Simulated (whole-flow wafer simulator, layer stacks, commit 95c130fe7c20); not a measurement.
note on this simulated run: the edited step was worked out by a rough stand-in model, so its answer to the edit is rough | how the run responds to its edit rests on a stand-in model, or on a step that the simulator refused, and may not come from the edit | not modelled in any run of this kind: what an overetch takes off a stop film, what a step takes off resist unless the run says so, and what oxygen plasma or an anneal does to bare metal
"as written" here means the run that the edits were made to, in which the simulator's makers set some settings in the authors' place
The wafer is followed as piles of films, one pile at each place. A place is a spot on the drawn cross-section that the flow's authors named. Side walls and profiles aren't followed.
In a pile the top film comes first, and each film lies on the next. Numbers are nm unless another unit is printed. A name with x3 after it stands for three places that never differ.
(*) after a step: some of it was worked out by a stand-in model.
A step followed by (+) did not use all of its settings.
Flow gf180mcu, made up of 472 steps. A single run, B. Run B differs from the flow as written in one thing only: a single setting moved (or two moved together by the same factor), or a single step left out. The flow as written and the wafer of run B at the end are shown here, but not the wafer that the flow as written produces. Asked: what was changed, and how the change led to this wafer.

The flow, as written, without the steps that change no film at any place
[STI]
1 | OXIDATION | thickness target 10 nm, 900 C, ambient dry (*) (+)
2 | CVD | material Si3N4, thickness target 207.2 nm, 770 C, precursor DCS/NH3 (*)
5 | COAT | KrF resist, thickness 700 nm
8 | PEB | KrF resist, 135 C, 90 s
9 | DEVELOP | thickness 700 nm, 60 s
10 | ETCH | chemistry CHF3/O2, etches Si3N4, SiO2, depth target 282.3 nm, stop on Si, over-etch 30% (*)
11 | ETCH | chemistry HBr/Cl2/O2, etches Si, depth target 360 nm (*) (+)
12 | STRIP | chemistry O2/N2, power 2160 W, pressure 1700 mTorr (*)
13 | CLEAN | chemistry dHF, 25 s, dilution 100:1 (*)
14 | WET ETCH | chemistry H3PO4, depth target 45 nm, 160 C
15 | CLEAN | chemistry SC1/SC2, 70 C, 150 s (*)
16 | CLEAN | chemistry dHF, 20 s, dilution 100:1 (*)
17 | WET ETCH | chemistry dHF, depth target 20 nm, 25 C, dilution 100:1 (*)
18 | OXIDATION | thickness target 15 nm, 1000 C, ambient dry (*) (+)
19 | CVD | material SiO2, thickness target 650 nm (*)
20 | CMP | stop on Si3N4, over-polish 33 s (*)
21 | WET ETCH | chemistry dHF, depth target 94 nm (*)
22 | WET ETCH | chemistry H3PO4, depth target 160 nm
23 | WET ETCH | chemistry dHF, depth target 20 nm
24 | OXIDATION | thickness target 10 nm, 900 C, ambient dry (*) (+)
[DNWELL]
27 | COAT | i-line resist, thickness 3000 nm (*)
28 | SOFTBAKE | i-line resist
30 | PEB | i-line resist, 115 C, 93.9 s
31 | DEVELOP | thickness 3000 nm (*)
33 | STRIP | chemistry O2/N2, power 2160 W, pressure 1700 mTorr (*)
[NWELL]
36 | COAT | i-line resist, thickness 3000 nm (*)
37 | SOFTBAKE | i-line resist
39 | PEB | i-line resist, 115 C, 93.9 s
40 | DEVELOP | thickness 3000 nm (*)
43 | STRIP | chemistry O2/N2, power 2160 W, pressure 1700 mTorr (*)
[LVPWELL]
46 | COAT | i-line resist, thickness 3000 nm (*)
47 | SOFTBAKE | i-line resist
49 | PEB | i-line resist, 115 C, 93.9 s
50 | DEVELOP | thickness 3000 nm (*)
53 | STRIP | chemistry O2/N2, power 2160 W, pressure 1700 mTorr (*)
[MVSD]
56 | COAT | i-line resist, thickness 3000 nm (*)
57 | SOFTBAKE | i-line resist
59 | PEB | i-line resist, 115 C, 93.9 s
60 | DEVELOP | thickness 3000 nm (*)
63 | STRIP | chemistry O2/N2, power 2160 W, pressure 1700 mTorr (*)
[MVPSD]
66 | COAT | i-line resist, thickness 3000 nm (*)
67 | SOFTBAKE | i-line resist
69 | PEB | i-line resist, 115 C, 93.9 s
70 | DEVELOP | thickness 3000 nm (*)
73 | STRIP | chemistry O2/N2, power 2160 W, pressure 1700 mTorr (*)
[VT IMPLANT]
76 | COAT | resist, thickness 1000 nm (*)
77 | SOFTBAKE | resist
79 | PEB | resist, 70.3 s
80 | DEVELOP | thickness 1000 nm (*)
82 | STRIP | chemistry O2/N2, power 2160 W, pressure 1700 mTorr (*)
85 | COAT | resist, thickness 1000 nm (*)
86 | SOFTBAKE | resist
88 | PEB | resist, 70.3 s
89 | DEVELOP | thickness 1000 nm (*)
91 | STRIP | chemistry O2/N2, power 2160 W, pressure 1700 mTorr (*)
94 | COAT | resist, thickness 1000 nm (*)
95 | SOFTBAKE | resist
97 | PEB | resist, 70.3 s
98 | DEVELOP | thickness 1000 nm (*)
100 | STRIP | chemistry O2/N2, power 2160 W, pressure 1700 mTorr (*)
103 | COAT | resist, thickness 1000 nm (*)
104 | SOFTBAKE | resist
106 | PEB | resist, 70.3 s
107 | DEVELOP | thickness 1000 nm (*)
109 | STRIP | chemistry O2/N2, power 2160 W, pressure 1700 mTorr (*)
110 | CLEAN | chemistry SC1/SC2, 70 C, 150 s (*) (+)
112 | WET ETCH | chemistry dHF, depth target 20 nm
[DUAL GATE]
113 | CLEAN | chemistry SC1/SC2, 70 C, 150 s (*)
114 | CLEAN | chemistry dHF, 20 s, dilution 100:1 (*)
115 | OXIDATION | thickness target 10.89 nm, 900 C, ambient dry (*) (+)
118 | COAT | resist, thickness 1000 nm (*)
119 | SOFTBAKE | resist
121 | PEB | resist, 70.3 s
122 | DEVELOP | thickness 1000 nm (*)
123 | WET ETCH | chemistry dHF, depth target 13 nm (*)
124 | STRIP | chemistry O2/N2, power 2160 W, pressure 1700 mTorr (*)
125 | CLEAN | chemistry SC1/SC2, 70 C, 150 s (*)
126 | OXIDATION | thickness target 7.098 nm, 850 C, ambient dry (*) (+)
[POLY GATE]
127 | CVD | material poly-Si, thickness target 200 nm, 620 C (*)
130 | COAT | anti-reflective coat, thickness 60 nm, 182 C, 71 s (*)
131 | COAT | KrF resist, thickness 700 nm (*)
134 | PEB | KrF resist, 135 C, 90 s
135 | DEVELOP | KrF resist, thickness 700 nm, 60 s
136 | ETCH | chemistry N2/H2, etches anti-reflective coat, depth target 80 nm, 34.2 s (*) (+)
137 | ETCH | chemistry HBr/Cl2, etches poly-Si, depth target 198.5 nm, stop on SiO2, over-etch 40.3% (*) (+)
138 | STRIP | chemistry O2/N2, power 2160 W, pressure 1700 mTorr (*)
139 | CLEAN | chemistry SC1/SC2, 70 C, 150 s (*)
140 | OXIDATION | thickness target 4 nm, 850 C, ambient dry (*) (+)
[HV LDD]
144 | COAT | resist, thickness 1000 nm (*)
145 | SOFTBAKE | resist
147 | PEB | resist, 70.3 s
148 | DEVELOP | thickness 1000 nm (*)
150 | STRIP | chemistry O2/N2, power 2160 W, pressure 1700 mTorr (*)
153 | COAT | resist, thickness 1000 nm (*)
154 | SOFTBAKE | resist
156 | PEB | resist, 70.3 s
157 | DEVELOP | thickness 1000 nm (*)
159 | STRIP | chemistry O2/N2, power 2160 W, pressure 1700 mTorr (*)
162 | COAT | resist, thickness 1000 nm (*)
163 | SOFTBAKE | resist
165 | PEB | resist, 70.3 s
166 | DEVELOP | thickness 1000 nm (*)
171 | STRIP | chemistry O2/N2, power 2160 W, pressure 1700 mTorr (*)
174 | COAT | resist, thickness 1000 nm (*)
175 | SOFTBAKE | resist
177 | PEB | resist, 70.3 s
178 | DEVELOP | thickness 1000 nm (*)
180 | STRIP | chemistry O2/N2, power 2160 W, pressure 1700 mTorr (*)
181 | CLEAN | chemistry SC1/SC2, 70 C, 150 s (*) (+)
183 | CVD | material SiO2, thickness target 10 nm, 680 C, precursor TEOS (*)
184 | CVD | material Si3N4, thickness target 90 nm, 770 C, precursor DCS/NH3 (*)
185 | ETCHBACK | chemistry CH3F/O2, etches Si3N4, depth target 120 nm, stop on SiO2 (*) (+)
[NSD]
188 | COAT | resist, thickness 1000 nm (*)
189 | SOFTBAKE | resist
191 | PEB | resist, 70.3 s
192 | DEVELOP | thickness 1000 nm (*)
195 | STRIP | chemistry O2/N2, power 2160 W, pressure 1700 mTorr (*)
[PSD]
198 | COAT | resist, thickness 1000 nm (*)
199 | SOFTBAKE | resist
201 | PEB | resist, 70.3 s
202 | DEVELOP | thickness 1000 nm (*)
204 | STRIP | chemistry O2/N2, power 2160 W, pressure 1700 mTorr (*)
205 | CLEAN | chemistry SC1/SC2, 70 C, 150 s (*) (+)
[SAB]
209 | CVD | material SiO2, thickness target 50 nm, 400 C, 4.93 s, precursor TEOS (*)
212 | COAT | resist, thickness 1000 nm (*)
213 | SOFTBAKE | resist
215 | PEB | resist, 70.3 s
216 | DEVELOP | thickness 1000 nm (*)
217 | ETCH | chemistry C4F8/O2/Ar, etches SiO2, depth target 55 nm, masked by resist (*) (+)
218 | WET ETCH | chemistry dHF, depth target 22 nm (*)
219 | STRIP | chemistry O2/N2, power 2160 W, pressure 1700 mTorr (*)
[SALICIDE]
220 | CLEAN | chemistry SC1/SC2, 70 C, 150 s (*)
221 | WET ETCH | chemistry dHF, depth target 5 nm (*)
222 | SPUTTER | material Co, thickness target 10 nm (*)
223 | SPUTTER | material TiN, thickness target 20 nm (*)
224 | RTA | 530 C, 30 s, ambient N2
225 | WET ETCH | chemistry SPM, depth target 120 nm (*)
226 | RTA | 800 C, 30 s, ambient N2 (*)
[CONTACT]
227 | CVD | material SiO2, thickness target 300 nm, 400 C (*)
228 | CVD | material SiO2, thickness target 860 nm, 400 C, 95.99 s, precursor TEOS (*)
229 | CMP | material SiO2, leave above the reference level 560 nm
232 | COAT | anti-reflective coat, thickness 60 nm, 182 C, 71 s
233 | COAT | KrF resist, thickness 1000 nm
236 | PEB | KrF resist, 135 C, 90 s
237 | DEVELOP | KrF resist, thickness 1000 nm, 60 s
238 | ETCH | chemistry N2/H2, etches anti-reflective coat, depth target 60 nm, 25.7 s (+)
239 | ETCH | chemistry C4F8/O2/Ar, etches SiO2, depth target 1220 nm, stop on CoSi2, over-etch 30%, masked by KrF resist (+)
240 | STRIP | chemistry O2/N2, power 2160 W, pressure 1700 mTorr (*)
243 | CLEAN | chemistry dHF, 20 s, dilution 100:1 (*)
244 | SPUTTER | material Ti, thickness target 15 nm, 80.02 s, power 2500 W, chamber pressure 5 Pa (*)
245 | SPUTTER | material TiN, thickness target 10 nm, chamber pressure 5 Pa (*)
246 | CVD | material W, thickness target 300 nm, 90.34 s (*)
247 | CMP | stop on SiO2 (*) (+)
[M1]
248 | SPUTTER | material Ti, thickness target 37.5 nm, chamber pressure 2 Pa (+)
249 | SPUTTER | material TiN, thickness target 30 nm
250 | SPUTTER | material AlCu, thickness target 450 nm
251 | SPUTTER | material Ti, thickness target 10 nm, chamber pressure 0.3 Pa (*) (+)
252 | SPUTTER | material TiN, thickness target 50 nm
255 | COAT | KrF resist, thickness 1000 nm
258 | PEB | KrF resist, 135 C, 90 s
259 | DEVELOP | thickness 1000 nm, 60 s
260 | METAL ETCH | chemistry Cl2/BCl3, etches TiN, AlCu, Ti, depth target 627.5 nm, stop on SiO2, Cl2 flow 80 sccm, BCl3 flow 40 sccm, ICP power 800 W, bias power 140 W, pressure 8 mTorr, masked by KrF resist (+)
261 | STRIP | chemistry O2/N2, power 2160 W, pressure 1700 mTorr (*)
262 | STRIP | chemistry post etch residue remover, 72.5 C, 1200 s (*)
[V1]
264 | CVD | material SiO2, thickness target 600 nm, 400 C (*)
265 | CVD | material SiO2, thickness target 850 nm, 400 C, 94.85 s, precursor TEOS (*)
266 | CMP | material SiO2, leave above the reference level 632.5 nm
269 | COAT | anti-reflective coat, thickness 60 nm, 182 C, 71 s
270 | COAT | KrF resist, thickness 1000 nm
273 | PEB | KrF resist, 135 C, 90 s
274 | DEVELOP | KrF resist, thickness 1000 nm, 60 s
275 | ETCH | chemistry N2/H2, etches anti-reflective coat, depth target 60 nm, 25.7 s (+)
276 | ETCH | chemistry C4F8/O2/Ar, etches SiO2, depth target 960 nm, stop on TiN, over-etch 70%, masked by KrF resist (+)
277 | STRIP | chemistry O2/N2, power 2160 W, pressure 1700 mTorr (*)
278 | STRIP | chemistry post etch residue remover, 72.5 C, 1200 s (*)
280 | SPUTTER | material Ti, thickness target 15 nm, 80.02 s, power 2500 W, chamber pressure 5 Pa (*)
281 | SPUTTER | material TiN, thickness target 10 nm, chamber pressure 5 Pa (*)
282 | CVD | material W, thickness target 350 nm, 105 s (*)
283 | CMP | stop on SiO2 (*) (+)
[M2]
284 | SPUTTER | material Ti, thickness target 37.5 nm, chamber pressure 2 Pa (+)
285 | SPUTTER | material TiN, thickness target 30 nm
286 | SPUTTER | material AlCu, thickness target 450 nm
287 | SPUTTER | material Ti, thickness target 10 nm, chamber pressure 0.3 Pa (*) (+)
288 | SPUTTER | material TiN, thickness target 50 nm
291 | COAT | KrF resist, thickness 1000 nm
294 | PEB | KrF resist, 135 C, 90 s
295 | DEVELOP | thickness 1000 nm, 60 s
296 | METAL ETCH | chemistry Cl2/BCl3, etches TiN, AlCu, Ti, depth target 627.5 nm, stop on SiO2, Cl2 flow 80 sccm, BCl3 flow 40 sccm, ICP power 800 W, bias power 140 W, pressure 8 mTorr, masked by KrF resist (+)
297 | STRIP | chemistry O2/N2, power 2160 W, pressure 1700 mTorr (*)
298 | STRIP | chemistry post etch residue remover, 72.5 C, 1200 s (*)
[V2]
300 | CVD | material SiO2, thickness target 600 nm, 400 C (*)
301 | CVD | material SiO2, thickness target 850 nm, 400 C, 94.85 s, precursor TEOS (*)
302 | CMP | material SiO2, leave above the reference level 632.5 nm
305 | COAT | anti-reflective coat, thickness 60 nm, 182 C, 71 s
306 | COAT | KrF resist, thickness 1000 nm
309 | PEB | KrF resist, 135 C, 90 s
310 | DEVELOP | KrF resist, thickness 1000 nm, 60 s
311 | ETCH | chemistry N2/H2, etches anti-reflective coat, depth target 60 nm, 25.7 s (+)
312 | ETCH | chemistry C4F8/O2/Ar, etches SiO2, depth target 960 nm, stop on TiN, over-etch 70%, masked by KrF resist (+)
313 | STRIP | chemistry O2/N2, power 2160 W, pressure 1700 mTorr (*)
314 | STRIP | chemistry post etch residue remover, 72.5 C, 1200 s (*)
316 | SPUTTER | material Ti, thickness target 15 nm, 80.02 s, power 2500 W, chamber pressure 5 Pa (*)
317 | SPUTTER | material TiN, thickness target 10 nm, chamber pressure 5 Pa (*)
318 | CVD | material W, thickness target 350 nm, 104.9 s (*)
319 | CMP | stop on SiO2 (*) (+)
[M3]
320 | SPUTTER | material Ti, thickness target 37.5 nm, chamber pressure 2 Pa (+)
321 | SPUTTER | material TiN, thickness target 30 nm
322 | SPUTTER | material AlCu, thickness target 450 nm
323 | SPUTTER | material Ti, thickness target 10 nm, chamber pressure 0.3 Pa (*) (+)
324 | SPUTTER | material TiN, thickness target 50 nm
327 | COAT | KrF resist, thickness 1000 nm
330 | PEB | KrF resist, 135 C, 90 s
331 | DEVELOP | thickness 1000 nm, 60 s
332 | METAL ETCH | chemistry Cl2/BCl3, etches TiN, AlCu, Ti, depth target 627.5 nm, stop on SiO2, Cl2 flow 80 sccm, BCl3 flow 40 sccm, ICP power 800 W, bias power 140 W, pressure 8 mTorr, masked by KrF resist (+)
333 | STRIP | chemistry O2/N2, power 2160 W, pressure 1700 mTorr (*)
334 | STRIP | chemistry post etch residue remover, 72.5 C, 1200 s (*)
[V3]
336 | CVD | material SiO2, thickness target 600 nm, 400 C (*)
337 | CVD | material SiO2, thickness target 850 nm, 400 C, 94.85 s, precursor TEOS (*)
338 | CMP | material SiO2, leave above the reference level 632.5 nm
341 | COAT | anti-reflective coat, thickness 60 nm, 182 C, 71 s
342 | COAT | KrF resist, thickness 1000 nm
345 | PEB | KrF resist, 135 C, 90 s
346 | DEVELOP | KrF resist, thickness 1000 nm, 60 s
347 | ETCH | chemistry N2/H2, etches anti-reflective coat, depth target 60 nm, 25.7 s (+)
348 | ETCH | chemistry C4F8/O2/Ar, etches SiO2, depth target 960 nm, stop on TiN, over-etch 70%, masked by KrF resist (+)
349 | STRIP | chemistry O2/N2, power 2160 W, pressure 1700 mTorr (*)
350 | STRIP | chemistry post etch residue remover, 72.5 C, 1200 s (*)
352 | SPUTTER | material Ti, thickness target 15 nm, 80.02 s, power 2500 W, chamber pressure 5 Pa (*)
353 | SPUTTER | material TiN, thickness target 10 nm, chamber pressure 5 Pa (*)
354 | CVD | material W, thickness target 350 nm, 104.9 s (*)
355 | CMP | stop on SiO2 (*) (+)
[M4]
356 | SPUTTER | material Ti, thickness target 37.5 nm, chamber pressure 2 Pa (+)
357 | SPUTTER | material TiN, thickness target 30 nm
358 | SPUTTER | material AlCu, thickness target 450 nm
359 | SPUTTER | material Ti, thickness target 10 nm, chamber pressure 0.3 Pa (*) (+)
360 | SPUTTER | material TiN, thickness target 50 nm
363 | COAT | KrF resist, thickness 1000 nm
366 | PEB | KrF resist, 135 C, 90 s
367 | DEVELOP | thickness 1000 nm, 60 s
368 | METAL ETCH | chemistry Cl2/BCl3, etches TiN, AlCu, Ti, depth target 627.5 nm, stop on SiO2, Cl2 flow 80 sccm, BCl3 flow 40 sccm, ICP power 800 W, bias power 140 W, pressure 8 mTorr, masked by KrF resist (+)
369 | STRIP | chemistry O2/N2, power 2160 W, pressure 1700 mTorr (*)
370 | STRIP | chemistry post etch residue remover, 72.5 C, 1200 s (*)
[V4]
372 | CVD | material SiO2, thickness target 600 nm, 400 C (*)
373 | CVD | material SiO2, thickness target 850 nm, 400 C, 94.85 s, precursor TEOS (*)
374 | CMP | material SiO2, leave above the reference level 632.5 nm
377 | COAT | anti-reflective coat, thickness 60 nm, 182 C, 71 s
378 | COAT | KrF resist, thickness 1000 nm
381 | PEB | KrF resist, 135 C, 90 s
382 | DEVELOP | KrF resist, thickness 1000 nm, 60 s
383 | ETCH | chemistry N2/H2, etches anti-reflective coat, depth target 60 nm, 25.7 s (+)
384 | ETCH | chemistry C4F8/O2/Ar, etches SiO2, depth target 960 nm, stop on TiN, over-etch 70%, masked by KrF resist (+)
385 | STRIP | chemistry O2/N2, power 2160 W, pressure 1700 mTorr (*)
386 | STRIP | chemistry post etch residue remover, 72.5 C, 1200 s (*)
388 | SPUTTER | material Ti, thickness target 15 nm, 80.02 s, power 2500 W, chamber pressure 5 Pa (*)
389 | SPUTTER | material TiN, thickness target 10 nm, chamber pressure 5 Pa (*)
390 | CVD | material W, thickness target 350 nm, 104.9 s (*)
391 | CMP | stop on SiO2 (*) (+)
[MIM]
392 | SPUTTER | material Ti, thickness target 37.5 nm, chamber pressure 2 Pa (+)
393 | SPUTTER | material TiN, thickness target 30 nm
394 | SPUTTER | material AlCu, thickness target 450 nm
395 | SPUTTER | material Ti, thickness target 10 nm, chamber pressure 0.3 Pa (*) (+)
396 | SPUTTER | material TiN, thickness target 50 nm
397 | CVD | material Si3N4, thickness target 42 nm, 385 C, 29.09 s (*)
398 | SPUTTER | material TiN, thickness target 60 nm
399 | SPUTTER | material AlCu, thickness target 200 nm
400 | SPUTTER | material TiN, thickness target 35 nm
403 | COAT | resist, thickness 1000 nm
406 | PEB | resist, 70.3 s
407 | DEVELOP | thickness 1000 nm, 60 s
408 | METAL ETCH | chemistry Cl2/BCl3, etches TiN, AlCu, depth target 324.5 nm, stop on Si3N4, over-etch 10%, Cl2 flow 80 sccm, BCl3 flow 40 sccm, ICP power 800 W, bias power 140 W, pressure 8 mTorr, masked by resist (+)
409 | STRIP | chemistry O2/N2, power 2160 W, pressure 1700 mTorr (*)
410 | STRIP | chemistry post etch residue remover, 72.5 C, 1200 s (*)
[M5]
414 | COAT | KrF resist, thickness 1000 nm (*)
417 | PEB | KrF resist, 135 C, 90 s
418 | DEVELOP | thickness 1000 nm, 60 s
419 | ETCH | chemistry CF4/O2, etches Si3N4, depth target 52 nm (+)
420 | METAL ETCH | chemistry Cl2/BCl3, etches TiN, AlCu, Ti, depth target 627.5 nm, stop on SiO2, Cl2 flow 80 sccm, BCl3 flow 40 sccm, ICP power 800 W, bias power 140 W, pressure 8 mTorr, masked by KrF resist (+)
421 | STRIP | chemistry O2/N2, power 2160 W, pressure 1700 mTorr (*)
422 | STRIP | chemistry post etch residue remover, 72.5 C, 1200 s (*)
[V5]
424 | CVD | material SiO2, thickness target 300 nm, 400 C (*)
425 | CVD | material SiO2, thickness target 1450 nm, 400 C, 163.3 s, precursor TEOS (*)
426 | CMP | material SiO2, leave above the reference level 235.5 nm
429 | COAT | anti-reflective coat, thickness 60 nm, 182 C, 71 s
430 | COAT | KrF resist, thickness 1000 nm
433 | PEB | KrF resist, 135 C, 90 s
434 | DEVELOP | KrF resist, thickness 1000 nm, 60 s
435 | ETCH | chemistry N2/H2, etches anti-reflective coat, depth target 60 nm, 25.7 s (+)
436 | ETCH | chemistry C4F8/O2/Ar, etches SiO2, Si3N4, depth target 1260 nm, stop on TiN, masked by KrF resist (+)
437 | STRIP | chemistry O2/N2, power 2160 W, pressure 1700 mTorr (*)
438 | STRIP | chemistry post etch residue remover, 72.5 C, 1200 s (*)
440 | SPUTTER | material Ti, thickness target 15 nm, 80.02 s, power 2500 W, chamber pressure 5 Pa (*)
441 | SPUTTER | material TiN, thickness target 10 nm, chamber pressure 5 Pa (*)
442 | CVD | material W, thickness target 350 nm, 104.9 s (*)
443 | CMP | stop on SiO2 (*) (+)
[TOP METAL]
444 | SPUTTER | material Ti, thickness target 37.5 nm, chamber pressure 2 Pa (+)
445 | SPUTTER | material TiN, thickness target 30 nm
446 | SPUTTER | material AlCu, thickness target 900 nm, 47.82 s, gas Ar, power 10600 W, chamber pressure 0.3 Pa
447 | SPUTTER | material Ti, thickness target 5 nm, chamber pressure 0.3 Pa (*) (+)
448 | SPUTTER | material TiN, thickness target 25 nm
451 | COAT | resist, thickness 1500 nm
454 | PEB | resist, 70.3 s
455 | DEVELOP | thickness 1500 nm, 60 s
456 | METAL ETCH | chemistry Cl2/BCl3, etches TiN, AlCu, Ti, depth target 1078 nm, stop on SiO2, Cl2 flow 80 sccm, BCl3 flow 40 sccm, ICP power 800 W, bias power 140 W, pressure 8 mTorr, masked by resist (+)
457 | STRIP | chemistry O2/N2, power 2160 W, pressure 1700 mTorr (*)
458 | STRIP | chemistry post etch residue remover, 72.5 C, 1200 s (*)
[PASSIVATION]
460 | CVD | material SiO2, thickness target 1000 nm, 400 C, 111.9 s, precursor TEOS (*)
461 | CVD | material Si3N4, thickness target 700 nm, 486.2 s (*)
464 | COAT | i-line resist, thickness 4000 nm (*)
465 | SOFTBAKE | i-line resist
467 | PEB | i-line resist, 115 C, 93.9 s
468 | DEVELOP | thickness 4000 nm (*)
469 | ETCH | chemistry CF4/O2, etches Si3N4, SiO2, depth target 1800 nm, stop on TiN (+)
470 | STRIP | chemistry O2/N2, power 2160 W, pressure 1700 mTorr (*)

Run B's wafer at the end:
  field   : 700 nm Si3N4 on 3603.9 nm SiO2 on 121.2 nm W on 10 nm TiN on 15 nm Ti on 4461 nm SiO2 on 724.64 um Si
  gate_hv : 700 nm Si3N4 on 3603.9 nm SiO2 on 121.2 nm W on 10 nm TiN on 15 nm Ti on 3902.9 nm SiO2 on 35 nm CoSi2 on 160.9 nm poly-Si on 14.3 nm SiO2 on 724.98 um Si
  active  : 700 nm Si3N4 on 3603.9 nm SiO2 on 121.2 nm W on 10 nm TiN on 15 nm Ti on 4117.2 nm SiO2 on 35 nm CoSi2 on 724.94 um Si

What caused this: step 337, CVD: thickness target 361 nm was run, whereas the flow has thickness target 850 nm; step 337, CVD: 40.31 s was run, where the flow has 94.85 s.

The path from the change to this, step by step:
  337 | CVD | material SiO2, thickness target 850 nm, 400 C, 94.85 s, precursor TEOS (*)
      field, field__w1, field__w2 and 108 more: +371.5 SiO2 (it would be, as written: +850 SiO2)
  338 | CMP | material SiO2, leave above the reference level 632.5 nm
      field, field__w1, field__w2 and 103 more: nothing (it would be, as written: -300 SiO2)
      field__w8, contact, m1, m1__w1, m1_nw: -398.6 SiO2 (it would be, as written: -877.1 SiO2)
  341 | COAT | anti-reflective coat, thickness 60 nm, 182 C, 71 s
      nw_enc_fld_lv__w3, m1_nw: +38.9 anti-reflective coat (new film) (it would be, as written: +60 anti-reflective coat (new film))
      field: +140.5 anti-reflective coat (new film) (it would be, as written: +60 anti-reflective coat (new film))
      (also at 19 further places)
  342 | COAT | KrF resist, thickness 1000 nm
      field: +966 KrF resist (new film) (it would be, as written: +1000 KrF resist (new film))
      field__w1: +972.2 KrF resist (new film) (it would be, as written: +1000 KrF resist (new film))
      (also at 14 further places)
  345 | PEB | KrF resist, 135 C, 90 s
      contact, m1_nw: -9 KrF resist (it would be, as written: -10.5 KrF resist)
      polyc_n, polyc_n_rim: -12.3 KrF resist (it would be, as written: -10.5 KrF resist)
      (also at 6 further places)
  346 | DEVELOP | KrF resist, thickness 1000 nm, 60 s
      contact: -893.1 KrF resist (all of it) (it would be, as written: -989.5 KrF resist (all of it))
  347 | ETCH | chemistry N2/H2, etches anti-reflective coat, depth target 60 nm, 25.7 s (+)
      contact: -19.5 anti-reflective coat (all of it), -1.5 SiO2 (it would be, as written: -60 anti-reflective coat (all of it), -0.46 SiO2)
  349 | STRIP | chemistry O2/N2, power 2160 W, pressure 1700 mTorr (*)
      field: -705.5 KrF resist (all of it), -140.5 anti-reflective coat (all of it) (it would be, as written: -739.2 KrF resist (all of it), -60 anti-reflective coat (all of it))
      field__w1: -711.7 KrF resist (all of it), -90.5 anti-reflective coat (all of it) (it would be, as written: -739.2 KrF resist (all of it), -60 anti-reflective coat (all of it))
      (also at 20 further places)
  352 | SPUTTER | material Ti, thickness target 15 nm, 80.02 s, power 2500 W, chamber pressure 5 Pa (*)
      contact: +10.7 Ti (new film) (it would be, as written: +9.65 Ti (new film))
  353 | SPUTTER | material TiN, thickness target 10 nm, chamber pressure 5 Pa (*)
      contact: +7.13 TiN (new film) (it would be, as written: +6.4 TiN (new film))
  354 | CVD | material W, thickness target 350 nm, 104.9 s (*)
      contact: +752 W (new film) (it would be, as written: +932.3 W (new film))
  355 | CMP | stop on SiO2 (*) (+)
      field, field__w1, field__w2 and 103 more: -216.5 W (it would be, as written: -350 W (all of it), -10 TiN (all of it), -15 Ti (all of it), -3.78 SiO2)
      field__w8, m1, m1__w1, m1_nw: -350 W (all of it), -10 TiN (all of it), -15 Ti (all of it), -20 SiO2 (it would be, as written: -350 W (all of it), -10 TiN (all of it), -15 Ti (all of it), -3.78 SiO2)
      (also at 1 further place)
  368 | METAL ETCH | chemistry Cl2/BCl3, etches TiN, AlCu, Ti, depth target 627.5 nm, stop on SiO2, Cl2 flow 80 sccm, BCl3 flow 40 sccm, ICP power 800 W, bias power 140 W, pressure 8 mTorr, masked by KrF resist (+)
      field, field__w1, field__w2 and 103 more: -50 TiN (all of it), -10 Ti (all of it), -450 AlCu (all of it), -30 TiN (all of it), -37.5 Ti (all of it), -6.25 W (it would be, as written: -50 TiN (all of it), -10 Ti (all of it), -450 AlCu (all of it), -30 TiN (all of it), -37.5 Ti (all of it))
  370 | STRIP | chemistry post etch residue remover, 72.5 C, 1200 s (*)
      field, field__w1, field__w2 and 103 more: -6.01 W (it would be, as written: nothing)
  372 | CVD | material SiO2, thickness target 600 nm, 400 C (*)
      field, field__w1, field__w2 and 103 more: +600 SiO2 (new film) (it would be, as written: +600 SiO2)
  374 | CMP | material SiO2, leave above the reference level 632.5 nm
      field, field__w1, field__w2 and 103 more: -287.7 SiO2 (it would be, as written: -300 SiO2)
If metal films that touch count as one body, field has 1 body; the flow as written gives 0 bodies.
If metal films that touch count as one body, gate_hv has 2 bodies (between them, from the top down: SiO2 3902.9); the flow as written gives 1 body.
If metal films that touch count as one body, active has 2 bodies (between them, from the top down: SiO2 4117.2); the flow as written gives 1 body.
